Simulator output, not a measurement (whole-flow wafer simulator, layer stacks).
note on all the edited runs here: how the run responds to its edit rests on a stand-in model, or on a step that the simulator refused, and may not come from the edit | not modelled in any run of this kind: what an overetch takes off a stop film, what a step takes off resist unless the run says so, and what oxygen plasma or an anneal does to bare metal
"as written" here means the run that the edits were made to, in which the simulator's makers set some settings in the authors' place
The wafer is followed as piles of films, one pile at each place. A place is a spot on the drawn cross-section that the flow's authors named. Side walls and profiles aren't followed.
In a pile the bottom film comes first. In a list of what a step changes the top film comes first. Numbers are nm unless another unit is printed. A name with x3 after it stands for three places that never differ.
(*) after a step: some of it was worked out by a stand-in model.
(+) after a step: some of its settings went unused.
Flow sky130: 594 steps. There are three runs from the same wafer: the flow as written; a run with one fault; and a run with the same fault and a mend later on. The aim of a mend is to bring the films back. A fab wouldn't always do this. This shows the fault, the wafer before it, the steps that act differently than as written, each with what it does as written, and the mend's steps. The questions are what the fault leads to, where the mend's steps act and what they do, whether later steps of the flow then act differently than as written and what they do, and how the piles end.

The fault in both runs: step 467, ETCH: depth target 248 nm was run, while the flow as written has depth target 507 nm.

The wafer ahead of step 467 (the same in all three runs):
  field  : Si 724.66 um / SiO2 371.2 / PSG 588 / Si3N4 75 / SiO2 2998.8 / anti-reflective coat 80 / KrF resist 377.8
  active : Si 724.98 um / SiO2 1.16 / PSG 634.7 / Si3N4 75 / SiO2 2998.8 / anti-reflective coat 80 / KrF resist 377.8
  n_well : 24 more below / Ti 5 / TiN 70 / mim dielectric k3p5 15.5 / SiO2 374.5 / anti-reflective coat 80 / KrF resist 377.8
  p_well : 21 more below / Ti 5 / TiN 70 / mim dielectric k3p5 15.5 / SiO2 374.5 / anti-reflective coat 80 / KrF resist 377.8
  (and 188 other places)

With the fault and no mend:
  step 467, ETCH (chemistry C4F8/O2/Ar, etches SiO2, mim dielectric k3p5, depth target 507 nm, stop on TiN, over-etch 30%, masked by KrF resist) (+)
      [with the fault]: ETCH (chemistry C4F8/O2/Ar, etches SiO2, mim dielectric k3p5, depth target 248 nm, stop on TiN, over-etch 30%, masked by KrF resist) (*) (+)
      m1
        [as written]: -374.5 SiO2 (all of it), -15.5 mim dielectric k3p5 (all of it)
        [with the fault]: -248 SiO2
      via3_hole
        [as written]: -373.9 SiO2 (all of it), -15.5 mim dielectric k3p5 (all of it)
        [with the fault]: -248 SiO2
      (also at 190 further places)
  Steps later in the flow that act otherwise than as written (1 more step, not shown, differs only slightly: by at most 2% or 0.5 nm, whichever is larger):
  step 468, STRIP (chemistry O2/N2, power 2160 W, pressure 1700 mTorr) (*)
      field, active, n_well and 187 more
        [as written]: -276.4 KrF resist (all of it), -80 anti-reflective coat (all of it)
        [with the fault]: -328.2 KrF resist (all of it), -80 anti-reflective coat (all of it)
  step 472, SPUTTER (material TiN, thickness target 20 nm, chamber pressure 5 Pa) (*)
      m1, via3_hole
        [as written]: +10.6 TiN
        [with the fault]: +12.7 TiN (new film)
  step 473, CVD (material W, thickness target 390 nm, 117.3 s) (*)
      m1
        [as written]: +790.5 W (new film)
        [with the fault]: +645.9 W (new film)
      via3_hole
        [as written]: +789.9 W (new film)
        [with the fault]: +645.9 W (new film)
  At m1, via3_hole, the piles at the end differ from the flow's by more than 2% or 0.5 nm, whichever is larger.
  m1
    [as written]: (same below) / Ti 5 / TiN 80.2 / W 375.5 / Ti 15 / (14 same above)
    [with the fault]: (same below) / Ti 5 / TiN 70 / mim dielectric k3p5 15.5 / SiO2 126.5 / TiN 12.7 / W 230.9 / Ti 15 / (14 same above)
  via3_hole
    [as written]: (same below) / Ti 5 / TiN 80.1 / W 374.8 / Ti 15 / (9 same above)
    [with the fault]: (same below) / Ti 5 / TiN 70 / mim dielectric k3p5 15.5 / SiO2 125.9 / TiN 12.7 / W 230.9 / Ti 15 / (9 same above)

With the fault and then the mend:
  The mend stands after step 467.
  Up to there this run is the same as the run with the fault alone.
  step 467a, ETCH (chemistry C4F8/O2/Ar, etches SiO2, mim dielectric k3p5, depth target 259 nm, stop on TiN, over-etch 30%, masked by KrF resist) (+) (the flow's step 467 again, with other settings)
      field, active, n_well and 187 more
        -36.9 KrF resist
      m1
        -126.5 SiO2 (all of it), -15.5 mim dielectric k3p5 (all of it)
      via3_hole
        -125.9 SiO2 (all of it), -15.5 mim dielectric k3p5 (all of it)
  Steps later in the flow that act otherwise than as written:
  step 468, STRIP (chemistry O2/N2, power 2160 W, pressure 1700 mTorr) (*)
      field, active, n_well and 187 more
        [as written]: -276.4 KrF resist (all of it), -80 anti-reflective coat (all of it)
        [with the mend]: -291.3 KrF resist (all of it), -80 anti-reflective coat (all of it)
  At every place that both follow, the piles at the end match the flow's.
